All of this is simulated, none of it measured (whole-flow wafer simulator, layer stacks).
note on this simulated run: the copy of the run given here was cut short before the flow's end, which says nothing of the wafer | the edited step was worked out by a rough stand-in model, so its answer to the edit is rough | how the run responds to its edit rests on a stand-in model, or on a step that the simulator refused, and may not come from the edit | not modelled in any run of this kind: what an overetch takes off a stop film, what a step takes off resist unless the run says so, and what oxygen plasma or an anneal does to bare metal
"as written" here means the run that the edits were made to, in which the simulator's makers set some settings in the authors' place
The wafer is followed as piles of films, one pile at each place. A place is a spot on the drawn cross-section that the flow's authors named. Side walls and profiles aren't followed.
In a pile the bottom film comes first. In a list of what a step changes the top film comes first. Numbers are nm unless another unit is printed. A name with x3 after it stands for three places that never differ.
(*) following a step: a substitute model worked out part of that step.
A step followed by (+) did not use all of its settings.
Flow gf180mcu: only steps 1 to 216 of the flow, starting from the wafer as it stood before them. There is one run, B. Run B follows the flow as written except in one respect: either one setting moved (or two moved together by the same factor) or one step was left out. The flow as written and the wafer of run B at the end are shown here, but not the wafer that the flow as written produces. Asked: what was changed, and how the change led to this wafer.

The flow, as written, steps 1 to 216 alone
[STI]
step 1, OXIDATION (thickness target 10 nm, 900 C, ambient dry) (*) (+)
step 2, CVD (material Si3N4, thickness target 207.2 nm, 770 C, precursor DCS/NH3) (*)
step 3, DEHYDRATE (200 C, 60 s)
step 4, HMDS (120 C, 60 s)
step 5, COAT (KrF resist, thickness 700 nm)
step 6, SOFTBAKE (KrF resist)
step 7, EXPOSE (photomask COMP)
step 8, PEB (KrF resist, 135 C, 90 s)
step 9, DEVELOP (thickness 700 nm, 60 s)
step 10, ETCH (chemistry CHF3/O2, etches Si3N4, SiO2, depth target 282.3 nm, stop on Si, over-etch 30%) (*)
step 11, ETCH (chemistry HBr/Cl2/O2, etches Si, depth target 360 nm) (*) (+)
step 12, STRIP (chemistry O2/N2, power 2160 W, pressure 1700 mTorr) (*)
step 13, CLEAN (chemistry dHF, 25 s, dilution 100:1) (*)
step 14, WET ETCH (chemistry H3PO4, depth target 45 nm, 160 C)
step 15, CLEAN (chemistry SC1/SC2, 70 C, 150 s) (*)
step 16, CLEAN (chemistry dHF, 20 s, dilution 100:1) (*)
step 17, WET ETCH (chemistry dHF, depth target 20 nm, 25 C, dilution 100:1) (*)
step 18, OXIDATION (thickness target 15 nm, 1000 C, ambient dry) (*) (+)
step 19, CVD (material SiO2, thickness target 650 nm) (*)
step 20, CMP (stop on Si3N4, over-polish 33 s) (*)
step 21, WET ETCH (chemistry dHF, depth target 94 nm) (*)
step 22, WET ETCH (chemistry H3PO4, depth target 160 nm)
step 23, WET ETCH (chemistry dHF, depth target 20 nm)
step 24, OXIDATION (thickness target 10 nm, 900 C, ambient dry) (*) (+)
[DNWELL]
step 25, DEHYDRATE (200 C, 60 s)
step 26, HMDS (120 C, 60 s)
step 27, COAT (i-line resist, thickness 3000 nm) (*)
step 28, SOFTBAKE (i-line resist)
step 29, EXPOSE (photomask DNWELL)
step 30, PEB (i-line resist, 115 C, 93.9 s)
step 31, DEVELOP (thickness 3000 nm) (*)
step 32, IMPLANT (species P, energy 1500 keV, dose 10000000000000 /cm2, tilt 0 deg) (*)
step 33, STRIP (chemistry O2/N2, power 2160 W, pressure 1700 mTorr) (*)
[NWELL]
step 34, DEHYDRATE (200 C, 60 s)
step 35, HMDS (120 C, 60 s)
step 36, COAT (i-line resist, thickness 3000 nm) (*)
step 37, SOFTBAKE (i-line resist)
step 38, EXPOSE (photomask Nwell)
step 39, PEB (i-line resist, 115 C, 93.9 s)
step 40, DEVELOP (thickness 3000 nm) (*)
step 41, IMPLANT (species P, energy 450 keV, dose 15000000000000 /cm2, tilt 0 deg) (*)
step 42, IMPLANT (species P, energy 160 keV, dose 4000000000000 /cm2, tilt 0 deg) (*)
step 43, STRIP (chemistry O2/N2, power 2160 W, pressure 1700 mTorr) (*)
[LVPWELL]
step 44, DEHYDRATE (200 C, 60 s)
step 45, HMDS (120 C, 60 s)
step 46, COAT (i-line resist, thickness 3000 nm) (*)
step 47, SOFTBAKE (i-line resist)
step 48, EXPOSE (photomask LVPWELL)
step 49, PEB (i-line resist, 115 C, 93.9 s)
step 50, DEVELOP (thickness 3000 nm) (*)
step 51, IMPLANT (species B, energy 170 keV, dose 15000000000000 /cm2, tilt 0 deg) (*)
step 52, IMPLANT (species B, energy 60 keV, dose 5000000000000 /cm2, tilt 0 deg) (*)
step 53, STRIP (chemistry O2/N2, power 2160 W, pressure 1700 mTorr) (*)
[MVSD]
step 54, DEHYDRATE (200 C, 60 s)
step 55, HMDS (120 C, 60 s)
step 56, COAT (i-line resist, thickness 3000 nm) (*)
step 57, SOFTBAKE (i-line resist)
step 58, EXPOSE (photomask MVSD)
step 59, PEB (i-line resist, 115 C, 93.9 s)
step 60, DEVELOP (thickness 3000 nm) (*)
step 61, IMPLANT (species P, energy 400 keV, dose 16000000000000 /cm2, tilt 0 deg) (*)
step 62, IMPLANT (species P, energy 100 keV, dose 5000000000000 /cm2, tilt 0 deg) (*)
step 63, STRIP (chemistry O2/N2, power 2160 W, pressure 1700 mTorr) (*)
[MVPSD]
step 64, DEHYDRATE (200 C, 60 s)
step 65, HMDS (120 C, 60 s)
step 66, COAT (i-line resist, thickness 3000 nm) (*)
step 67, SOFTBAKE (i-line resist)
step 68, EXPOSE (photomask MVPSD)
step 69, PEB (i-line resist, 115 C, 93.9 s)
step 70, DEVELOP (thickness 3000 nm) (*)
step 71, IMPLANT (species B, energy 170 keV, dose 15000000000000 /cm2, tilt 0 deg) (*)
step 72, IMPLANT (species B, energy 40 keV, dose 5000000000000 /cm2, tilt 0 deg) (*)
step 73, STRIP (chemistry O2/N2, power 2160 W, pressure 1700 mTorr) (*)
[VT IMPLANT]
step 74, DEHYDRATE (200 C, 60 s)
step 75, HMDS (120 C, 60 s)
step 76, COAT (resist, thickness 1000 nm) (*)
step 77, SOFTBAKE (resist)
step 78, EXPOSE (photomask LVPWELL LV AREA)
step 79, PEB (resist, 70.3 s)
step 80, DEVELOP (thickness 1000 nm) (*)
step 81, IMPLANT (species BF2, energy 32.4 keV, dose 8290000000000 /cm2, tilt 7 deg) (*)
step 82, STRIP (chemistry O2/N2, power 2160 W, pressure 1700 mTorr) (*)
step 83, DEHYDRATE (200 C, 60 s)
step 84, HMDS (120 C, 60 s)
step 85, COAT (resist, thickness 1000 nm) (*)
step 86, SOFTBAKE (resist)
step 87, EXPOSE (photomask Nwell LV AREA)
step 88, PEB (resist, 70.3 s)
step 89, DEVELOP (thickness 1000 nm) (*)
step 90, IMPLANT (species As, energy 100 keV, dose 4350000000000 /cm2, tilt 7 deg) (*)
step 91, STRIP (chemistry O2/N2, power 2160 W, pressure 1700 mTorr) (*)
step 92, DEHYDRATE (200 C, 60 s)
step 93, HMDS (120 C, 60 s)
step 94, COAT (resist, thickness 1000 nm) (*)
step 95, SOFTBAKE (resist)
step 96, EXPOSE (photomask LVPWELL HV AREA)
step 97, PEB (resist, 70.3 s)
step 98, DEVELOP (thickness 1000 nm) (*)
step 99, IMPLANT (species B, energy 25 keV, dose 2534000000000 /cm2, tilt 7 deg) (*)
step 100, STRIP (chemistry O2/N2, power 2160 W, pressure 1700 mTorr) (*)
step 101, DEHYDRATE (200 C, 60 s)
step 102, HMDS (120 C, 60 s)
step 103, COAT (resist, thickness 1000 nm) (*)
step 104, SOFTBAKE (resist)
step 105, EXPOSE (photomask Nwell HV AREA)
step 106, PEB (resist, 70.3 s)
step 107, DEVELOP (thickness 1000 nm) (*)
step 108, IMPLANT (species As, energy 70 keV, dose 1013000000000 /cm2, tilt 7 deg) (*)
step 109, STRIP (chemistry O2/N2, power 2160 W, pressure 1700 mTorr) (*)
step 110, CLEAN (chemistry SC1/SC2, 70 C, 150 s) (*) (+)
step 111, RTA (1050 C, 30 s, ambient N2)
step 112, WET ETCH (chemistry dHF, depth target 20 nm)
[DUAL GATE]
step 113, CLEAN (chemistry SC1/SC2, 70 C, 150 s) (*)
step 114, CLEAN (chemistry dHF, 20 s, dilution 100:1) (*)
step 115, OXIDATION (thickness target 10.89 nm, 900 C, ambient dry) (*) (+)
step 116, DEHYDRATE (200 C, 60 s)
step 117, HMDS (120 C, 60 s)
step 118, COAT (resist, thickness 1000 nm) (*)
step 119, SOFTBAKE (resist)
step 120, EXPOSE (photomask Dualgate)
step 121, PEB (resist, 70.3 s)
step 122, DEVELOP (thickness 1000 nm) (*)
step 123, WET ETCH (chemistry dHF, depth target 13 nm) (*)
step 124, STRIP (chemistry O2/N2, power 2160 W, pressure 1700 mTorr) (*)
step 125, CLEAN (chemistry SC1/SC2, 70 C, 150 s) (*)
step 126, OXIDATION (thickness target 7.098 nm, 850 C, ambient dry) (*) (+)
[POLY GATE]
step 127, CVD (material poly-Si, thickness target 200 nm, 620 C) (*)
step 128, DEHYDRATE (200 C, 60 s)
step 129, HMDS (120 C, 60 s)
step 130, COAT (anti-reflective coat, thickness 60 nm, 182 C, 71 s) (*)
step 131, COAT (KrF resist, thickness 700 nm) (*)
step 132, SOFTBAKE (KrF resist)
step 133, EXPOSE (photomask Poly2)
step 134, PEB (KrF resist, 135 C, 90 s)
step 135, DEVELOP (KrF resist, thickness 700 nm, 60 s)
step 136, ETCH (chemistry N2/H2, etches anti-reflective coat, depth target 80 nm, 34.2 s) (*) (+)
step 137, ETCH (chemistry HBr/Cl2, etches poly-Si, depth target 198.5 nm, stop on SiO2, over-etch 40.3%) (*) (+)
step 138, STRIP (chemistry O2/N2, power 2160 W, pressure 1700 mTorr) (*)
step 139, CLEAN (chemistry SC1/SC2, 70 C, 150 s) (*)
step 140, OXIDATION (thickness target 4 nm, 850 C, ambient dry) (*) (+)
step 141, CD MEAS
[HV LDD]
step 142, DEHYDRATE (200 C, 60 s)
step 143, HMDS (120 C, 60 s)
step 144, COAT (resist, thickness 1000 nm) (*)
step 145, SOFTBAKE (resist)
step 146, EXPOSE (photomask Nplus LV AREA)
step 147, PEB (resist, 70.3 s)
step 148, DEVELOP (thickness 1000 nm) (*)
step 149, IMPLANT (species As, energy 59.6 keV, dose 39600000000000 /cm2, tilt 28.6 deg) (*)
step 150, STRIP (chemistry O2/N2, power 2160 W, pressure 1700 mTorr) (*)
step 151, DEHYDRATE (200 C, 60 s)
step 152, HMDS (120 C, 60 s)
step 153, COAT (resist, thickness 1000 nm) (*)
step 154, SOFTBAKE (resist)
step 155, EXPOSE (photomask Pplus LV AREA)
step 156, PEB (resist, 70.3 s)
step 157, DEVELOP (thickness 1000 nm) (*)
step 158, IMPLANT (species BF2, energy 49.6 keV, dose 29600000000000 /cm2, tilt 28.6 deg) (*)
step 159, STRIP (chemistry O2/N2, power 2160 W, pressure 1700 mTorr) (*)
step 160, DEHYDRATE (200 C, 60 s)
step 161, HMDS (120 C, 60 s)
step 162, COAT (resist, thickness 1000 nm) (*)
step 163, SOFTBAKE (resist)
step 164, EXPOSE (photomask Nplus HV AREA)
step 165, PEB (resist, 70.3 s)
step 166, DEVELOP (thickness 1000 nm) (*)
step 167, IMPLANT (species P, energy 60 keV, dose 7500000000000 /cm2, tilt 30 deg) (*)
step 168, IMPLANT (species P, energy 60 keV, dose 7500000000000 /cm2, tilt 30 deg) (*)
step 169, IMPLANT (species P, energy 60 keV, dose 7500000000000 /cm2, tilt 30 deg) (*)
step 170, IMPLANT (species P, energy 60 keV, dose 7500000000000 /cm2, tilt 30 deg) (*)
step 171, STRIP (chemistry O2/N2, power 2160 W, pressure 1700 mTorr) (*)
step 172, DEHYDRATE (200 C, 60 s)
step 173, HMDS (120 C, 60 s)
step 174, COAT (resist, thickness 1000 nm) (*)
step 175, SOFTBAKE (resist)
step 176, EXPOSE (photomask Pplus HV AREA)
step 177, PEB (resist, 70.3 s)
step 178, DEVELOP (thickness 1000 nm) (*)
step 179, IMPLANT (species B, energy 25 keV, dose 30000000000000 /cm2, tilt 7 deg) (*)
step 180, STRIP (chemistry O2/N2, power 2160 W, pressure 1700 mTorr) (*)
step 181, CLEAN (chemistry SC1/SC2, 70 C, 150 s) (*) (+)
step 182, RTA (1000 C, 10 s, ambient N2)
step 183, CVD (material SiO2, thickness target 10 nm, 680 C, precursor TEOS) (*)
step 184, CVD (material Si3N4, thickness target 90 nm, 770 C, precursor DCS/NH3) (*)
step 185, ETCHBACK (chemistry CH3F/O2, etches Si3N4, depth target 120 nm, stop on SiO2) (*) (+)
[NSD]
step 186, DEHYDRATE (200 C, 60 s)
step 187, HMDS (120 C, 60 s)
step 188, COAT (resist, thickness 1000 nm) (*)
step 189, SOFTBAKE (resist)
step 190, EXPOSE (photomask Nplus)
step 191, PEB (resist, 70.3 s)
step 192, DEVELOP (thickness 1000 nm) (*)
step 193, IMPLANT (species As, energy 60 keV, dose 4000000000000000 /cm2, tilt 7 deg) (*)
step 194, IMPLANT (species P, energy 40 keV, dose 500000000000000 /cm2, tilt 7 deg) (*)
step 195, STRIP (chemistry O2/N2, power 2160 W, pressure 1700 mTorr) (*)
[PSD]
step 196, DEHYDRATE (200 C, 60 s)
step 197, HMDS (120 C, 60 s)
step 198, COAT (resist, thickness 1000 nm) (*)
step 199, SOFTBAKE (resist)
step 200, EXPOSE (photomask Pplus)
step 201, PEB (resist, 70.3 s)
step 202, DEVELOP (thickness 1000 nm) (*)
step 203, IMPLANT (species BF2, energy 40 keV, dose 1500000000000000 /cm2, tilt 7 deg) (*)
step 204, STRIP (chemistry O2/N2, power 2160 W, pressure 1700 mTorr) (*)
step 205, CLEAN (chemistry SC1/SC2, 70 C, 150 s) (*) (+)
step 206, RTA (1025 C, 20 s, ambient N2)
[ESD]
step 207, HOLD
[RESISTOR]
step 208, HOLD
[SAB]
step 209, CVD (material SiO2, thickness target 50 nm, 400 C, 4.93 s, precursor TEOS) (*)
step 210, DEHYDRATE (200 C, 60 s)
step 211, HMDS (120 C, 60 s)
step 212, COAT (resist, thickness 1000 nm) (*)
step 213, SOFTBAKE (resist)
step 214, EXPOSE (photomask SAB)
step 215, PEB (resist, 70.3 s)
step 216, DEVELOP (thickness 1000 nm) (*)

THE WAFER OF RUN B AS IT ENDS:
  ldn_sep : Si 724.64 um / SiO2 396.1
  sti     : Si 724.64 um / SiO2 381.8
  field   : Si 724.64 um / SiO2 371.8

The reason: step 21, WET ETCH: depth target 136 nm was run, while the flow as written has depth target 94 nm.

How this came from the change, step by step:
  step 21, WET ETCH (chemistry dHF, depth target 94 nm) (*)
      active, n_well, p_well and 40 more: Si3N4 loses 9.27 (as written it would have been: Si3N4 loses 6.43)
      field, field_sub, sti and 34 more: SiO2 loses 136 (as written it would have been: SiO2 loses 94)
  step 28, SOFTBAKE (i-line resist)
      ldn_fp, ldn_drn: i-line resist loses 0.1 (as written it would have been: i-line resist gains 4.83)
      field: i-line resist loses 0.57 (as written it would have been: i-line resist gains 2.45)
      (and at 60 other places as well)
  step 37, SOFTBAKE (i-line resist)
      ldn_fp, ldn_drn: i-line resist loses 0.1 (as written it would have been: i-line resist gains 4.83)
      field: i-line resist loses 0.57 (as written it would have been: i-line resist gains 2.45)
      (and at 60 other places as well)
  step 47, SOFTBAKE (i-line resist)
      ldn_fp, ldn_drn: i-line resist loses 0.1 (as written it would have been: i-line resist gains 4.83)
      field: i-line resist loses 0.57 (as written it would have been: i-line resist gains 2.45)
      (and at 60 other places as well)
  step 57, SOFTBAKE (i-line resist)
      ldn_fp, ldn_drn: i-line resist loses 0.1 (as written it would have been: i-line resist gains 4.83)
      field: i-line resist loses 0.57 (as written it would have been: i-line resist gains 2.45)
      (and at 60 other places as well)
  step 67, SOFTBAKE (i-line resist)
      ldn_fp, ldn_drn: i-line resist loses 0.1 (as written it would have been: i-line resist gains 4.83)
      field: i-line resist loses 0.57 (as written it would have been: i-line resist gains 2.45)
      (and at 60 other places as well)
  step 76, COAT (resist, thickness 1000 nm) (*)
      p_well, spacer, sd_n: resist gains 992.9 (new film) (as written it would have been: resist gains 1033.8 (new film))
      field__w6: resist gains 1008.2 (new film) (as written it would have been: resist gains 984.3 (new film))
      (and at 36 other places as well)
  step 77, SOFTBAKE (resist)
      ldn_fp, ldp_fp: nothing (as written it would have been: resist loses 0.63)
      ldn_dft, ldp_dft: nothing (as written it would have been: resist loses 0.98)
      (and at 50 other places as well)
  step 79, PEB (resist, 70.3 s)
      p_well, spacer, sd_n, ldp_gr: resist loses 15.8 (as written it would have been: resist loses 16.4)
  step 80, DEVELOP (thickness 1000 nm) (*)
      p_well, spacer, sd_n: resist loses 977.2 (all of it) (as written it would have been: resist loses 1017.4 (all of it))
      active: resist loses 979.1 (all of it) (as written it would have been: resist loses 1004 (all of it))
      (and at 4 other places as well)
  step 82, STRIP (chemistry O2/N2, power 2160 W, pressure 1700 mTorr) (*)
      ldn_acc, ldn_drn: resist loses 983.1 (all of it) (as written it would have been: resist loses 1009.2 (all of it))
      field__w6: resist loses 992.3 (all of it) (as written it would have been: resist loses 968.6 (all of it))
      (and at 31 other places as well)
  step 85, COAT (resist, thickness 1000 nm) (*)
      p_well, spacer, sd_n: resist gains 992.9 (new film) (as written it would have been: resist gains 1033.8 (new film))
      field__w6: resist gains 1008.2 (new film) (as written it would have been: resist gains 984.3 (new film))
      (and at 36 other places as well)
  step 86, SOFTBAKE (resist)
      ldn_fp, ldp_fp: nothing (as written it would have been: resist loses 0.63)
      ldn_dft, ldp_dft: nothing (as written it would have been: resist loses 0.98)
      (and at 50 other places as well)
  step 88, PEB (resist, 70.3 s)
      p_well, spacer, sd_n, ldp_gr: resist loses 15.8 (as written it would have been: resist loses 16.4)
  step 89, DEVELOP (thickness 1000 nm) (*)
      n_well: resist loses 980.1 (all of it) (as written it would have been: resist loses 1002.9 (all of it))
      sd_p: resist loses 980.2 (all of it) (as written it would have been: resist loses 1001.9 (all of it))
      (and at 4 other places as well)
  step 91, STRIP (chemistry O2/N2, power 2160 W, pressure 1700 mTorr) (*)
      p_well, spacer, sd_n: resist loses 977.2 (all of it) (as written it would have been: resist loses 1017.4 (all of it))
      ldn_acc, ldn_drn: resist loses 983.1 (all of it) (as written it would have been: resist loses 1009.2 (all of it))
      (and at 31 other places as well)
  ... another 53 steps ...
  step 216, DEVELOP (thickness 1000 nm) (*)
      p_well, sd_n: resist loses 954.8 (all of it) (as written it would have been: resist loses 996.4 (all of it))
      field__w6: resist loses 1076.8 (all of it) (as written it would have been: resist loses 1026.2 (all of it))
      (and at 37 other places as well)
